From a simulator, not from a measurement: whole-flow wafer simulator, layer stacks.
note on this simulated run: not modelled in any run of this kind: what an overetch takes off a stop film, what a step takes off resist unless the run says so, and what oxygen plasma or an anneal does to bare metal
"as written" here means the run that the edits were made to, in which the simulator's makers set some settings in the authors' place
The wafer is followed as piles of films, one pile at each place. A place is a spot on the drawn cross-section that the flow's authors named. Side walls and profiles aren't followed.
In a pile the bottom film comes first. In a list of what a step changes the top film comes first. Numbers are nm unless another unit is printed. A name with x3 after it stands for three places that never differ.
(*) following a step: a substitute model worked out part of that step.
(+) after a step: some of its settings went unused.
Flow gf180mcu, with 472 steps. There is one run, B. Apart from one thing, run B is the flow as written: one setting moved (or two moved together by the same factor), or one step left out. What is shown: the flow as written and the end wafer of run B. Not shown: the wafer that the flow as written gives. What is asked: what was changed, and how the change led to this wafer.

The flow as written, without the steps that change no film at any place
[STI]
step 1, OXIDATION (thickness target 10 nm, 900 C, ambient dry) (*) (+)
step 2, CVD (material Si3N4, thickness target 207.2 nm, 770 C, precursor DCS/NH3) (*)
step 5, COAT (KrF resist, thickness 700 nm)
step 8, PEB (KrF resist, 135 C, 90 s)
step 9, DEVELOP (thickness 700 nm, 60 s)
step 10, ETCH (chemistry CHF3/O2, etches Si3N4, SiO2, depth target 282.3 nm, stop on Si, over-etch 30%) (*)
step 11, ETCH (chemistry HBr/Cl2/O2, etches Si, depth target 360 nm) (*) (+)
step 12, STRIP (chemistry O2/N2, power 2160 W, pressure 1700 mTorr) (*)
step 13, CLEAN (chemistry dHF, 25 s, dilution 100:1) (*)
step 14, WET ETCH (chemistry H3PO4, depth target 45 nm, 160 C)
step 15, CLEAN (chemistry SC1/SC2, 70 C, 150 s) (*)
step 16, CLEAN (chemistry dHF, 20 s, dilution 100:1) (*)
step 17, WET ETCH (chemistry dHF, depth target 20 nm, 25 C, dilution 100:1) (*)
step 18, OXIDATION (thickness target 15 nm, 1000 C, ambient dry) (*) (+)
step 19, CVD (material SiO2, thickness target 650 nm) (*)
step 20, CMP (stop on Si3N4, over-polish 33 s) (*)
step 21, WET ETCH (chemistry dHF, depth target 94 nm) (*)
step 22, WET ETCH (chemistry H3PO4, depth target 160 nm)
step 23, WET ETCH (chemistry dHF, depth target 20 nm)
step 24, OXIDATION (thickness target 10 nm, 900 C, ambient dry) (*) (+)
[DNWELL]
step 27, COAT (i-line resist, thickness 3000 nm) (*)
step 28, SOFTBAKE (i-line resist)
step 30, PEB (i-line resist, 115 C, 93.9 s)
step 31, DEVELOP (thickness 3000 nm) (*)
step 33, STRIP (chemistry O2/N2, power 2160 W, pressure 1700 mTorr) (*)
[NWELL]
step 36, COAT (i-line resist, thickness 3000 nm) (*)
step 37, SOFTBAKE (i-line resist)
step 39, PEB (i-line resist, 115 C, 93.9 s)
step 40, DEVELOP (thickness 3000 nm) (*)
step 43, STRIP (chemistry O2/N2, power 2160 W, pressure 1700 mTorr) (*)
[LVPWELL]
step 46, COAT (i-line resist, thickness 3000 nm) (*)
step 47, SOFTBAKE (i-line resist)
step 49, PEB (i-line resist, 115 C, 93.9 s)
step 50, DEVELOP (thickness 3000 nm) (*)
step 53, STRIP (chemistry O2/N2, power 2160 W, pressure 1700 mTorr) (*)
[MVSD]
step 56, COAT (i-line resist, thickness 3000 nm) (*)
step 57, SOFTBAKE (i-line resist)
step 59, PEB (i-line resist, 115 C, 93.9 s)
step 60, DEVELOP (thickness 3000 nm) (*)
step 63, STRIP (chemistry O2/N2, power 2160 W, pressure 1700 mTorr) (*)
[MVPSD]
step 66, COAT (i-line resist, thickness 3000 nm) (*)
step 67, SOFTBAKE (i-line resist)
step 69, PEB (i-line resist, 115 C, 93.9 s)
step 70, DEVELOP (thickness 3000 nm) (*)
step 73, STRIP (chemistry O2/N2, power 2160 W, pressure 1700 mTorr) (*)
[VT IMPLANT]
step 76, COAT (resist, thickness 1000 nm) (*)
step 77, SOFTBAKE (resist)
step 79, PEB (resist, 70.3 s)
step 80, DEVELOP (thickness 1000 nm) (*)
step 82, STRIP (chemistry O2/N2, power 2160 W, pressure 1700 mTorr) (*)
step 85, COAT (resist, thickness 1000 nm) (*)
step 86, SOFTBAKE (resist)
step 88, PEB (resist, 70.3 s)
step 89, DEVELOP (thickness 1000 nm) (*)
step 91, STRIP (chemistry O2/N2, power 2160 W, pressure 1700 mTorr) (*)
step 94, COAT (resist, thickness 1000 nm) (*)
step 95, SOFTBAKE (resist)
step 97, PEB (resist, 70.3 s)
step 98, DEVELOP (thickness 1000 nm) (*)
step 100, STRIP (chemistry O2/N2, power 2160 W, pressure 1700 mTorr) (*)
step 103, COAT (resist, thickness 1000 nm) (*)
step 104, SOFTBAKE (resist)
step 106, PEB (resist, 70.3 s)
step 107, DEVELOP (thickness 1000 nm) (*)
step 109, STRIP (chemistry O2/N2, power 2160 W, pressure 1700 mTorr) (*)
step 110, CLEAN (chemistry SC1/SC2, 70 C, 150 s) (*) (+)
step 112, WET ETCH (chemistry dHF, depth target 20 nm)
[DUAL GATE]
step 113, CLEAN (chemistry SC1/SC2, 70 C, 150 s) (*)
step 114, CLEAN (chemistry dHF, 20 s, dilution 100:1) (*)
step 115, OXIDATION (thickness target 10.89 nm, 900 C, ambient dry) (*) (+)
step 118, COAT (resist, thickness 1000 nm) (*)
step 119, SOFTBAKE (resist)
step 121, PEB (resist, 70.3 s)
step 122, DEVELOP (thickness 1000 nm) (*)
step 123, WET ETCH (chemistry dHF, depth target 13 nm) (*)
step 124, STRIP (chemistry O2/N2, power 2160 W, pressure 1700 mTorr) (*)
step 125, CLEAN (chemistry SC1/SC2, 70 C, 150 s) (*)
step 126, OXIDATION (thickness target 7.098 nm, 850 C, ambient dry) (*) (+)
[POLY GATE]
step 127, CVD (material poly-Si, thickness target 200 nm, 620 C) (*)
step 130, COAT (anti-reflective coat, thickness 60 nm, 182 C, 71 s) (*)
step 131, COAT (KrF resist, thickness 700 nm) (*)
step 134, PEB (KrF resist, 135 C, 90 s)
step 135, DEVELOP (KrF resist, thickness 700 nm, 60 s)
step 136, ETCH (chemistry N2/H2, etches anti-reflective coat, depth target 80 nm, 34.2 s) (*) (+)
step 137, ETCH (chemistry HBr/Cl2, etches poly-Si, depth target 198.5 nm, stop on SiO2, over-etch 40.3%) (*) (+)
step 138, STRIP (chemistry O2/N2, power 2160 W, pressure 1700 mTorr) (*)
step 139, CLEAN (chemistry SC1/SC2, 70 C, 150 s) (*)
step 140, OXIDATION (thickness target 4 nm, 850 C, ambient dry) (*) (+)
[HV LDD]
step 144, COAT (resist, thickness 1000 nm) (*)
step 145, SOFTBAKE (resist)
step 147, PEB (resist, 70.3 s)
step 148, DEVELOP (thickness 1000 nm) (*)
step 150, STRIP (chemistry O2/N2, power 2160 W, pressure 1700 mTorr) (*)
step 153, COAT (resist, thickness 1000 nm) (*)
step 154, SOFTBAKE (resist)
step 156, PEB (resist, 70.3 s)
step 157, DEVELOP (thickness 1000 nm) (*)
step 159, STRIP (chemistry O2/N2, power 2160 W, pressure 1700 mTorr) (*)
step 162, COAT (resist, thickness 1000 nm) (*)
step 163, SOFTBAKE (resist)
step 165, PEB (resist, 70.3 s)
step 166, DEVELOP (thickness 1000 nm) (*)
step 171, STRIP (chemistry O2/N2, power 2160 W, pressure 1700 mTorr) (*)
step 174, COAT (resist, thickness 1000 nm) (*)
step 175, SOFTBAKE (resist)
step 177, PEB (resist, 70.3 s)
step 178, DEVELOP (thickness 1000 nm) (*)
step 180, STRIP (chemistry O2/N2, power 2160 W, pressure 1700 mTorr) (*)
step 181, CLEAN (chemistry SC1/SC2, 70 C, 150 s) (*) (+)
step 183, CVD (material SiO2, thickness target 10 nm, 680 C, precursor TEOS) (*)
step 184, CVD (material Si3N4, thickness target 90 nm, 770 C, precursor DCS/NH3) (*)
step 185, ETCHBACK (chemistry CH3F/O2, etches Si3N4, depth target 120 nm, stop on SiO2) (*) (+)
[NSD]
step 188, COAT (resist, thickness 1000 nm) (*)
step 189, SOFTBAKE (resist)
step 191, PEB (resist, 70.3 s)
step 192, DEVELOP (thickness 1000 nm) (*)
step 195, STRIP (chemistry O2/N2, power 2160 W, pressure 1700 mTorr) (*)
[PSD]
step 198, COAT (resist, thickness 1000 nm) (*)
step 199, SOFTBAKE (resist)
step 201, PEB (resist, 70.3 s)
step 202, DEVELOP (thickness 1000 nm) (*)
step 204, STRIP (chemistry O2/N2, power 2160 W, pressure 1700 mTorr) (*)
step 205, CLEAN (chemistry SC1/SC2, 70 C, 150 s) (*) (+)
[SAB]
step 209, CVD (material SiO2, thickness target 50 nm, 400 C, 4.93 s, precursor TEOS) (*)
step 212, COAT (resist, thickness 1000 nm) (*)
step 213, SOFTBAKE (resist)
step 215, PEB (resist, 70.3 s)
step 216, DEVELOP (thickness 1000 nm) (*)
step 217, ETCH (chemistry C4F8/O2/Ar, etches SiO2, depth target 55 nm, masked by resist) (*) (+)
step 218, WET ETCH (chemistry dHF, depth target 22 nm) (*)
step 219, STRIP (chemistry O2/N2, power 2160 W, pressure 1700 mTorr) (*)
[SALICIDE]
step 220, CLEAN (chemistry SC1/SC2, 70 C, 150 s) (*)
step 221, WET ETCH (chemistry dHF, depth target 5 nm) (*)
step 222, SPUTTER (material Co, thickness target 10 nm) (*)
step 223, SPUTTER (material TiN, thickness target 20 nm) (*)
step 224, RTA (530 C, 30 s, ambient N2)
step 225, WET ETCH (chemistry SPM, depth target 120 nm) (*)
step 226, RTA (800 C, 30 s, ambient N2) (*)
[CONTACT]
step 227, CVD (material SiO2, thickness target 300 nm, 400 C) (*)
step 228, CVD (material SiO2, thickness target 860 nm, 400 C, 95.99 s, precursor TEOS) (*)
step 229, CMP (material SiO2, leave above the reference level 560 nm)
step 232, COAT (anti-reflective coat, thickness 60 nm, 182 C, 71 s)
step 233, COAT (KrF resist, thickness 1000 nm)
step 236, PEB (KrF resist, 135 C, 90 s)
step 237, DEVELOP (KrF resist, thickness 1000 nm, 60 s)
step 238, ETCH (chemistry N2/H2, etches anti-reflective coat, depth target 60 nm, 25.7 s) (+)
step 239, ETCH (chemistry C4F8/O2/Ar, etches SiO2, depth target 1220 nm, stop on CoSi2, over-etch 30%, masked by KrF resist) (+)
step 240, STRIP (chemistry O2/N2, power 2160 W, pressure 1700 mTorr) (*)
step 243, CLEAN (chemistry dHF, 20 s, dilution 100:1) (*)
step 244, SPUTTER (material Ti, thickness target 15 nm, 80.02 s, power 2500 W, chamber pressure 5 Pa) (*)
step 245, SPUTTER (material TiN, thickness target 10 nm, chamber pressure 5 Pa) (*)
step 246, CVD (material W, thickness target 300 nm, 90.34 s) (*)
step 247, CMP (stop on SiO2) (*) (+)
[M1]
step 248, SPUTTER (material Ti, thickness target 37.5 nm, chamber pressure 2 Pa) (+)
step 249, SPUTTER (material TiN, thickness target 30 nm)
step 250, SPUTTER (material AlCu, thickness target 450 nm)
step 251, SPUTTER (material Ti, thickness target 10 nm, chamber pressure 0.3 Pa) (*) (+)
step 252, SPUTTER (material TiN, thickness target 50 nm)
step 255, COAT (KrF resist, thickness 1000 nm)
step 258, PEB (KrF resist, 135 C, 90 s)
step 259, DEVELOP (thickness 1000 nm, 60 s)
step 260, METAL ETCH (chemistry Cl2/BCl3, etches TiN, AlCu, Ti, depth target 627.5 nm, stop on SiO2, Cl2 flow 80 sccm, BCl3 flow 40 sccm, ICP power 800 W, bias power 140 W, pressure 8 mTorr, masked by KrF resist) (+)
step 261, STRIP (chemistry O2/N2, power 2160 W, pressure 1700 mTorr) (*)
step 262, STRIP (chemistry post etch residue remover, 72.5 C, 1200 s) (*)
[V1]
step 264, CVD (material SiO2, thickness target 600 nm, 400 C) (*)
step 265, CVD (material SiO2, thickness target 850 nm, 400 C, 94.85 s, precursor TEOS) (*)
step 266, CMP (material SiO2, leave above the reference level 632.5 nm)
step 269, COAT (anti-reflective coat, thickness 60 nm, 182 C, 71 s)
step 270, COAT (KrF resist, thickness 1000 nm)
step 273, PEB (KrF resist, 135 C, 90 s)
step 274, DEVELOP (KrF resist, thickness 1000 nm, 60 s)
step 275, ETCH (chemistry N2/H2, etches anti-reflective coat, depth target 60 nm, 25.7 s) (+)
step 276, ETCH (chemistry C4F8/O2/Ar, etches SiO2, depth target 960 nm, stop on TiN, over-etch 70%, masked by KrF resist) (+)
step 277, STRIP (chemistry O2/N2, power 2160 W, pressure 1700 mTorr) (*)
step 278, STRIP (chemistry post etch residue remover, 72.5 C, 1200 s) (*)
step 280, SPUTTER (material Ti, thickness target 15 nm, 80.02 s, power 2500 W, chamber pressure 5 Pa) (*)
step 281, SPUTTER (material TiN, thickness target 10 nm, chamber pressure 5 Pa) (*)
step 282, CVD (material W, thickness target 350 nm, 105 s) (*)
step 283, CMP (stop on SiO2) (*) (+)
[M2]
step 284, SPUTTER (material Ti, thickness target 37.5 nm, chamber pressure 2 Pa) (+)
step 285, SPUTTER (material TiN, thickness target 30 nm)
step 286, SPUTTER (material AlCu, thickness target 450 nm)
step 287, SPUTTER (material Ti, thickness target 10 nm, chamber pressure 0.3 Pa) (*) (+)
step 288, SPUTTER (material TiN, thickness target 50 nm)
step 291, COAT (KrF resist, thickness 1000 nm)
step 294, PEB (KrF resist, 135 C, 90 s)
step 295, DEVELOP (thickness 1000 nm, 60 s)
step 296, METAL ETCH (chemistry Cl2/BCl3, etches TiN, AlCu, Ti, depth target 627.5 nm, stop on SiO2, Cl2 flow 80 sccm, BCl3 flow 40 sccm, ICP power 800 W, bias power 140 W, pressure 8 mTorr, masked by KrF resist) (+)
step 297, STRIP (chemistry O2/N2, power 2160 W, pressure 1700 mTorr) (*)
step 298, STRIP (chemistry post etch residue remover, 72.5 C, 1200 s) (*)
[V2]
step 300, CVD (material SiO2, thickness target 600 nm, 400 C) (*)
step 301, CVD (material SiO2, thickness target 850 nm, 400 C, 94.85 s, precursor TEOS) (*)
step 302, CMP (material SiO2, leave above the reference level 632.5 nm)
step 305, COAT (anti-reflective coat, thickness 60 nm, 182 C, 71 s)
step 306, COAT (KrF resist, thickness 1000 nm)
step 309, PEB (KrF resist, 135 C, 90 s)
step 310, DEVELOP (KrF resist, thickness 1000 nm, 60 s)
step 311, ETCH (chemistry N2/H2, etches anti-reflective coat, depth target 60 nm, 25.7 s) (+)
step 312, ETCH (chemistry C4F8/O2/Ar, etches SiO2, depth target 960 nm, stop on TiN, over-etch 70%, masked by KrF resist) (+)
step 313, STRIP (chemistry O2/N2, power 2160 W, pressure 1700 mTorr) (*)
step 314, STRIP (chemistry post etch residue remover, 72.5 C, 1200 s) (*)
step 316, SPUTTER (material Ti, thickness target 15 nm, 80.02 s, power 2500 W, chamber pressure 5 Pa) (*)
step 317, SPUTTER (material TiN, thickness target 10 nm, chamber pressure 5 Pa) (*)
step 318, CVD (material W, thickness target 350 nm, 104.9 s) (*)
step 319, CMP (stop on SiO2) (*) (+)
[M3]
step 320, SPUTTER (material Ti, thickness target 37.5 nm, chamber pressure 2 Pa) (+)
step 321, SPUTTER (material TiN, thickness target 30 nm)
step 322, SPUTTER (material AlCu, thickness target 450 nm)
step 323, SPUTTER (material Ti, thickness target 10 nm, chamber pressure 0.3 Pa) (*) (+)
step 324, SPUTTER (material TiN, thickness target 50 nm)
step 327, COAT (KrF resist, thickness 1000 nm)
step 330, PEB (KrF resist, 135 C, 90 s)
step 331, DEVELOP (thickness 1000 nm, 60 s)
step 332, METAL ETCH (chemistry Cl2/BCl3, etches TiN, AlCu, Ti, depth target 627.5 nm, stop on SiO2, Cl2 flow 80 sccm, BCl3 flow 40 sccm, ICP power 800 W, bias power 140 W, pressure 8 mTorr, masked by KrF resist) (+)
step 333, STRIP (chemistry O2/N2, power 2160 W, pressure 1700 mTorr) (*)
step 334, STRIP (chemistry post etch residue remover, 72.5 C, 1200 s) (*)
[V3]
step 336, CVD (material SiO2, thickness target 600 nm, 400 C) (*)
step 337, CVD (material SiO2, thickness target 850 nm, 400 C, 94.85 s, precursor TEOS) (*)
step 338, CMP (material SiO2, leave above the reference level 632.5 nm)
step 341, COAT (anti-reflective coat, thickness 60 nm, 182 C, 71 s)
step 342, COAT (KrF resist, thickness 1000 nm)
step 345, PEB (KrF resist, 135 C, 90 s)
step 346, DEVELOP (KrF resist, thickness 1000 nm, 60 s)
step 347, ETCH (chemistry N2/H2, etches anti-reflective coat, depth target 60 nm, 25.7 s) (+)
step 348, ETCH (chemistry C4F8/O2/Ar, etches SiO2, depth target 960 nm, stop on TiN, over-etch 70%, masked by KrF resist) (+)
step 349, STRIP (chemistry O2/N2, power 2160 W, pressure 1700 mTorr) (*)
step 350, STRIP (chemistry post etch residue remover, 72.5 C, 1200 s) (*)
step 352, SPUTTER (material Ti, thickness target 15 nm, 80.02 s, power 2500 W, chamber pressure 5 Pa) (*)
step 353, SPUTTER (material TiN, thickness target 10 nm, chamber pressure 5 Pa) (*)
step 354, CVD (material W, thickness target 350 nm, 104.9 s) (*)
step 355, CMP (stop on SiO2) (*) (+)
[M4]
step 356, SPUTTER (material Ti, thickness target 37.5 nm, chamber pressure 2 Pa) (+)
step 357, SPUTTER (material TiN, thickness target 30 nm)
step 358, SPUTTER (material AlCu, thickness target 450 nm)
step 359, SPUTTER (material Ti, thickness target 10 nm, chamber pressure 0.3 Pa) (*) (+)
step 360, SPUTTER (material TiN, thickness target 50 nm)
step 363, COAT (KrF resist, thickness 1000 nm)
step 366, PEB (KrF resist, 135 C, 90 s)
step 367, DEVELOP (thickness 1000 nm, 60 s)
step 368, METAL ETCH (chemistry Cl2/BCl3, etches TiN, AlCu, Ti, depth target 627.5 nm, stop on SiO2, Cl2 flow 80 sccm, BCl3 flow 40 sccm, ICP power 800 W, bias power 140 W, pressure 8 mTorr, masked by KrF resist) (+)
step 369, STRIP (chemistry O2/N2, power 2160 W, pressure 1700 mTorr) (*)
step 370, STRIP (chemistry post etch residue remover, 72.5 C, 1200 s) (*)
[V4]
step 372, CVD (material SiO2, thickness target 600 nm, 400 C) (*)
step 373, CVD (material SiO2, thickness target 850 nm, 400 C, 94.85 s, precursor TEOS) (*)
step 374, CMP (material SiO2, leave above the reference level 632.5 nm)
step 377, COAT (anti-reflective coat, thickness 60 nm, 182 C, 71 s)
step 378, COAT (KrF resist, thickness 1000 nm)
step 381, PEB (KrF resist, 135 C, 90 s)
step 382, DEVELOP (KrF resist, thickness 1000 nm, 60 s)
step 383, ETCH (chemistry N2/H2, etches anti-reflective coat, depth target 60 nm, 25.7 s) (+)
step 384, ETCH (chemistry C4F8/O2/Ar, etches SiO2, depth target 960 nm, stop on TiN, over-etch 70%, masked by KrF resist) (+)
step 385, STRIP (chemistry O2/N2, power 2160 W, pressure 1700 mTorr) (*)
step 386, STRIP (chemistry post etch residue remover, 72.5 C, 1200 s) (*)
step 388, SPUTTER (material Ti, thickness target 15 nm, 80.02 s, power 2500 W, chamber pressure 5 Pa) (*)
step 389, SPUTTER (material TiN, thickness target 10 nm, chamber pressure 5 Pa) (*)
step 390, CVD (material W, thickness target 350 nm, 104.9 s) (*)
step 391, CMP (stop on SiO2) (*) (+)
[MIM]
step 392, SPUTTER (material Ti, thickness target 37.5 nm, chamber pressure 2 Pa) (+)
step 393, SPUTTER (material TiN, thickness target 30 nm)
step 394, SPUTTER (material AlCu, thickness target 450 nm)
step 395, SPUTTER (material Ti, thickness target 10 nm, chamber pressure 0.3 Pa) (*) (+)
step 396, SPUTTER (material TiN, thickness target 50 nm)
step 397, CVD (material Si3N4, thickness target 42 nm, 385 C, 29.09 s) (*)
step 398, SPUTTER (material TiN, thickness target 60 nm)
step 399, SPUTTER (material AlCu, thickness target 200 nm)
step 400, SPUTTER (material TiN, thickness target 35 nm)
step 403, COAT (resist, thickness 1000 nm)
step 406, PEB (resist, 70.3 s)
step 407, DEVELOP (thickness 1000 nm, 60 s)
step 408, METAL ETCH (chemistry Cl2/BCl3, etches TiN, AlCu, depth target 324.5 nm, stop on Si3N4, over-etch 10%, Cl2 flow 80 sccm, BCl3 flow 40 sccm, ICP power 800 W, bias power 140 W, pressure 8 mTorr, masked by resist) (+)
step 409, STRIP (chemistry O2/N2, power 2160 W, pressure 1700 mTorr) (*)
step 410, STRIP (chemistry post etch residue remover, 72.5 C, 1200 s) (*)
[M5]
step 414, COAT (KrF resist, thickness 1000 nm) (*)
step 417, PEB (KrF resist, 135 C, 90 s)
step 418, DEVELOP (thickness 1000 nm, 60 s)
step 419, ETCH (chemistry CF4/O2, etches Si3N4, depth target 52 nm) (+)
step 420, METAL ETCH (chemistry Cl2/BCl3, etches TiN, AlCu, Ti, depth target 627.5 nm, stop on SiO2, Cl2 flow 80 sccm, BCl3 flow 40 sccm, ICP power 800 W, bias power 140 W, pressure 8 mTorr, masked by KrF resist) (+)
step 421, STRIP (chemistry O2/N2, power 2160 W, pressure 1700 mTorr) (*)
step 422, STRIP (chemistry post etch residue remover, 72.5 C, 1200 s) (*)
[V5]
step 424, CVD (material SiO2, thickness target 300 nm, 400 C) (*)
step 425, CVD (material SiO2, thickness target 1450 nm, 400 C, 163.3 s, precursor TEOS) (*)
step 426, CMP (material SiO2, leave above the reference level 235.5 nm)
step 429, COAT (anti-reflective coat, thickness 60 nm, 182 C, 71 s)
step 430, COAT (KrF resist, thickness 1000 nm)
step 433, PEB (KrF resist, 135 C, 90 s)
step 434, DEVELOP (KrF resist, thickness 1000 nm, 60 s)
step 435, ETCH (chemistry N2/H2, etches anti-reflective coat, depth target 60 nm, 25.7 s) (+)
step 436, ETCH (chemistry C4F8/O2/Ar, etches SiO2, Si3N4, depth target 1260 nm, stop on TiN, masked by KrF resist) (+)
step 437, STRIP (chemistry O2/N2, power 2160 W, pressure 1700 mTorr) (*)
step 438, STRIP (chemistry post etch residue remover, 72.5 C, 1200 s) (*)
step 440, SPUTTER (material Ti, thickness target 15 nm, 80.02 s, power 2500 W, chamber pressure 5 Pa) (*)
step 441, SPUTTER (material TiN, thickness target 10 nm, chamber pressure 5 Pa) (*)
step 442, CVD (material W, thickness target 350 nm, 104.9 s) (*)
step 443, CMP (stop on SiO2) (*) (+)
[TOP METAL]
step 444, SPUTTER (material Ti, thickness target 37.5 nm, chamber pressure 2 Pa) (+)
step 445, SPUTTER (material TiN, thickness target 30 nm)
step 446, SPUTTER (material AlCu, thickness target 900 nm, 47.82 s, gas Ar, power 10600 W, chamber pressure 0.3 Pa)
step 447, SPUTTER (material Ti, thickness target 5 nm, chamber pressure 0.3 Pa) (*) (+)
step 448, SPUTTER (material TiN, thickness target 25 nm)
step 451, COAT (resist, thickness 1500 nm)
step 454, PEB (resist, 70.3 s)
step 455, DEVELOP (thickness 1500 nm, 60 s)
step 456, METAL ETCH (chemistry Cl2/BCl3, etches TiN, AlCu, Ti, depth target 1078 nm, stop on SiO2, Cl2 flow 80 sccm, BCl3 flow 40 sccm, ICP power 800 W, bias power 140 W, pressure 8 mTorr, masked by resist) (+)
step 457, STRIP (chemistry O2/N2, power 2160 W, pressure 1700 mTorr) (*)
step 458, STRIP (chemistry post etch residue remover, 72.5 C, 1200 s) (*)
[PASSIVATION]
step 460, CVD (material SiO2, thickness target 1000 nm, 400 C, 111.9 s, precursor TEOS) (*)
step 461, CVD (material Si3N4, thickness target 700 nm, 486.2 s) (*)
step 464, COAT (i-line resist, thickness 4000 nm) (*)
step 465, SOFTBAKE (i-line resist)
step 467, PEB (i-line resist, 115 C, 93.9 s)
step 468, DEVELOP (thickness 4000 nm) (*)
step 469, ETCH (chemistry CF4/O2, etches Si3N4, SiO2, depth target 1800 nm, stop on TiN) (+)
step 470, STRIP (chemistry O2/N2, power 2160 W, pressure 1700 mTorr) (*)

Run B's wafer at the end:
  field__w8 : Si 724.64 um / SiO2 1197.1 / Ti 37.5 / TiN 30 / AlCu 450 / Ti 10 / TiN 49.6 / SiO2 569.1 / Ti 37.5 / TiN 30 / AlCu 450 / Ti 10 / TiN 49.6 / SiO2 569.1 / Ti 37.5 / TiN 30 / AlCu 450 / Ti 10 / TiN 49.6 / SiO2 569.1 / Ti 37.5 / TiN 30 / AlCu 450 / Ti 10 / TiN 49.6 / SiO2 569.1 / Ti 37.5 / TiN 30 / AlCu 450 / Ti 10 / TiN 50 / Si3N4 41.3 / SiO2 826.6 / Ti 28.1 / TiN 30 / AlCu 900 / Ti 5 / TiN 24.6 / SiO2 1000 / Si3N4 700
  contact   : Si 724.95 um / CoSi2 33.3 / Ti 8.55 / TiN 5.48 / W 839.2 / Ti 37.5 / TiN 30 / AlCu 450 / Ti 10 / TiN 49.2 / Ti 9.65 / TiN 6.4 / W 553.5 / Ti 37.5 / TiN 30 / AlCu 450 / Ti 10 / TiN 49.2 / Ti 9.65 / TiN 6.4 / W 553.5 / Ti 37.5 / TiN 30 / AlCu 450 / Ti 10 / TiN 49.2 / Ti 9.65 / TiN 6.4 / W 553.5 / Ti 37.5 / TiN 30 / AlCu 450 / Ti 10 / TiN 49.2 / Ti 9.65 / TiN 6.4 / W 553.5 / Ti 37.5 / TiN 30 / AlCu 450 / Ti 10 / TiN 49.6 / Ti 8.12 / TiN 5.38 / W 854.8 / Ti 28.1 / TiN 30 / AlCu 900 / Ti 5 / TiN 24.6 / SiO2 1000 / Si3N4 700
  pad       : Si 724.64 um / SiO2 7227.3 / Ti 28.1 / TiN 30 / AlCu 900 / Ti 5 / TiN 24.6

Cause: step 444, SPUTTER: thickness target 28.1 nm was run, though the flow has thickness target 37.5 nm.
The wafer itself shows it: field__w8 has Ti 28.1, and step 444 as written asks for 37.5 nm.

How this came from the change, step by step:
  step 444, SPUTTER (material Ti, thickness target 37.5 nm, chamber pressure 2 Pa) (+)
      field, field__w1, field__w2 and 109 more: +28.1 Ti (new film) (it would be, as written: +37.5 Ti (new film))
  step 456, METAL ETCH (chemistry Cl2/BCl3, etches TiN, AlCu, Ti, depth target 1078 nm, stop on SiO2, Cl2 flow 80 sccm, BCl3 flow 40 sccm, ICP power 800 W, bias power 140 W, pressure 8 mTorr, masked by resist) (+)
      field, field__w1, field__w2 and 103 more: -25 TiN (all of it), -5 Ti (all of it), -900 AlCu (all of it), -30 TiN (all of it), -28.1 Ti (all of it) (it would be, as written: -25 TiN (all of it), -5 Ti (all of it), -900 AlCu (all of it), -30 TiN (all of it), -37.5 Ti (all of it))
